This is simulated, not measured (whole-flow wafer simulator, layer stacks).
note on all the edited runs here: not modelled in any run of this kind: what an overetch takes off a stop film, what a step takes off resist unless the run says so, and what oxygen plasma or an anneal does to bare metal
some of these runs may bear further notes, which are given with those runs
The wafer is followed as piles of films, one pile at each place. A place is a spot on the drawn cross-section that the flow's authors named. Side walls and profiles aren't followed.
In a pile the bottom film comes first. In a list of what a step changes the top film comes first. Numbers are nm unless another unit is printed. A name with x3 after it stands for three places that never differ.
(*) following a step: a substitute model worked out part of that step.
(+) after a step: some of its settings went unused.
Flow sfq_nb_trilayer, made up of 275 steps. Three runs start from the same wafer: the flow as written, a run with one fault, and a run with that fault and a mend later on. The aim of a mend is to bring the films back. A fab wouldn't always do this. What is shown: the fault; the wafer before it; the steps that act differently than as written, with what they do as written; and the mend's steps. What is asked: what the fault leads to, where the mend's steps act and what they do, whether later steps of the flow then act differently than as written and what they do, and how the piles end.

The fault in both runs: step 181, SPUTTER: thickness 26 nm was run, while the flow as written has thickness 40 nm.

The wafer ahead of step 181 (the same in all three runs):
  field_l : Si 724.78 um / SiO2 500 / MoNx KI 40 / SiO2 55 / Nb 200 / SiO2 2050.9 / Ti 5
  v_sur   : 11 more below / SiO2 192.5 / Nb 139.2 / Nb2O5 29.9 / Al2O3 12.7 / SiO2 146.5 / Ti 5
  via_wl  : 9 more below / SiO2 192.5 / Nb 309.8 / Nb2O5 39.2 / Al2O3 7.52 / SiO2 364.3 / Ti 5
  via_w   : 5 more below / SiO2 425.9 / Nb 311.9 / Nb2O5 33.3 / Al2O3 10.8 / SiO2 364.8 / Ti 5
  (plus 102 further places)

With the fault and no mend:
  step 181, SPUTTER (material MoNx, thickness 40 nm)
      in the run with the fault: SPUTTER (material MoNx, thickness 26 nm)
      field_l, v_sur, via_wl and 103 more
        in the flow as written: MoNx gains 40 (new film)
        in the run with the fault: MoNx gains 26 (new film)
  Steps later in the flow that act otherwise than as written (11 other steps are not shown; they differ only slightly, by no more than 2% or 0.5 nm, whichever is larger):
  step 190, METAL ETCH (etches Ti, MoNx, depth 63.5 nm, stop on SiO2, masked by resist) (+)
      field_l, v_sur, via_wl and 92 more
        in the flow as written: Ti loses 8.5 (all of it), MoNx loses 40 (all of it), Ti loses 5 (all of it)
        in the run with the fault: Ti loses 8.5 (all of it), MoNx loses 26 (all of it), Ti loses 5 (all of it)
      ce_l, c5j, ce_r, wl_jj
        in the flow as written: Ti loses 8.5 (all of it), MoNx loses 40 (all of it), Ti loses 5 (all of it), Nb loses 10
        in the run with the fault: Ti loses 8.5 (all of it), MoNx loses 26 (all of it), Ti loses 5 (all of it), Nb loses 24
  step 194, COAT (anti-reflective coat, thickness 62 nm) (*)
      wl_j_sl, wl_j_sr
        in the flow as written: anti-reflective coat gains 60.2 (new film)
        in the run with the fault: anti-reflective coat gains 57.9 (new film)
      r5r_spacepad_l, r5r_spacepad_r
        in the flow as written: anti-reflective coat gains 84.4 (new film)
        in the run with the fault: anti-reflective coat gains 78.4 (new film)
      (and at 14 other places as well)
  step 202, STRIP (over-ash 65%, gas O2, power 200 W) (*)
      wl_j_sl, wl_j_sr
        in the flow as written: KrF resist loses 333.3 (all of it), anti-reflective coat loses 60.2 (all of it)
        in the run with the fault: KrF resist loses 333.4 (all of it), anti-reflective coat loses 57.9 (all of it)
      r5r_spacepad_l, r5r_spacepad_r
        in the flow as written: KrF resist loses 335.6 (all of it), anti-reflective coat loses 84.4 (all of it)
        in the run with the fault: KrF resist loses 335.1 (all of it), anti-reflective coat loses 78.4 (all of it)
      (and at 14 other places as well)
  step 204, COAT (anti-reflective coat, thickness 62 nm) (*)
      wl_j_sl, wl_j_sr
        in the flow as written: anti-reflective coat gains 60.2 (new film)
        in the run with the fault: anti-reflective coat gains 57.9 (new film)
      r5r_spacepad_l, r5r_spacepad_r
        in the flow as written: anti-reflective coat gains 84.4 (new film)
        in the run with the fault: anti-reflective coat gains 78.4 (new film)
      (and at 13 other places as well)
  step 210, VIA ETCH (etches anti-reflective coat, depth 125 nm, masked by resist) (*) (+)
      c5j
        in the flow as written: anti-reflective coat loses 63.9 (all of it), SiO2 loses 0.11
        in the run with the fault: anti-reflective coat loses 67.7 (all of it), SiO2 loses 0.1
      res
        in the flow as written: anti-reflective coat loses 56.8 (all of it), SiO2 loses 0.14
        in the run with the fault: anti-reflective coat loses 58 (all of it), SiO2 loses 0.14
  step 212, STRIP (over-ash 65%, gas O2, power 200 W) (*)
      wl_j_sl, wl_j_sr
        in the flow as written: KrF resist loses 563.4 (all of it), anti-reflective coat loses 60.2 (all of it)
        in the run with the fault: KrF resist loses 562.5 (all of it), anti-reflective coat loses 57.9 (all of it)
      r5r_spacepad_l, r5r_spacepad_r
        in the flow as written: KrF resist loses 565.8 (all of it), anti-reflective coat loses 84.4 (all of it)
        in the run with the fault: KrF resist loses 564.2 (all of it), anti-reflective coat loses 78.4 (all of it)
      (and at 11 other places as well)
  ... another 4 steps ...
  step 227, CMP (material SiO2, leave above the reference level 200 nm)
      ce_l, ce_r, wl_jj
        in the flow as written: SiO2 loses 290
        in the run with the fault: SiO2 loses 276
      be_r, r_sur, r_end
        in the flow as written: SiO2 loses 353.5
        in the run with the fault: SiO2 loses 339.5
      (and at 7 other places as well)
  By the end, the piles at ce_l, c5j, ce_r and 8 more depart from the flow's by more than 2% or 0.5 nm, whichever is larger.
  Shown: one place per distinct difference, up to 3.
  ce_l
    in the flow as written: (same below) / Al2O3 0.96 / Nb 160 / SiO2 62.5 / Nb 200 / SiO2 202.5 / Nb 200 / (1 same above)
    in the run with the fault: (same below) / Al2O3 0.96 / Nb 146 / SiO2 62.5 / Nb 200 / SiO2 216.5 / Nb 200 / (1 same above)
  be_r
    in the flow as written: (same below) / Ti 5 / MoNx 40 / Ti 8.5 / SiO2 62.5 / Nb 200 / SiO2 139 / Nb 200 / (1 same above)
    in the run with the fault: (same below) / Ti 5 / MoNx 26 / Ti 8.5 / SiO2 62.5 / Nb 200 / SiO2 153 / Nb 200 / (1 same above)
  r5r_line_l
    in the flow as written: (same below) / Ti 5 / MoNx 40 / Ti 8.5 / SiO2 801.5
    in the run with the fault: (same below) / Ti 5 / MoNx 26 / Ti 8.5 / SiO2 815.5

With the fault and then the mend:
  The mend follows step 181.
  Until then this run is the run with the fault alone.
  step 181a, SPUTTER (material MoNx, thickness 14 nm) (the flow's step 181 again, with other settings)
      field_l, v_sur, via_wl and 103 more
        MoNx gains 14
  Later steps of the flow that are run all act as written at every place that is followed.
  The piles end the same as the flow's at every place that both follow.
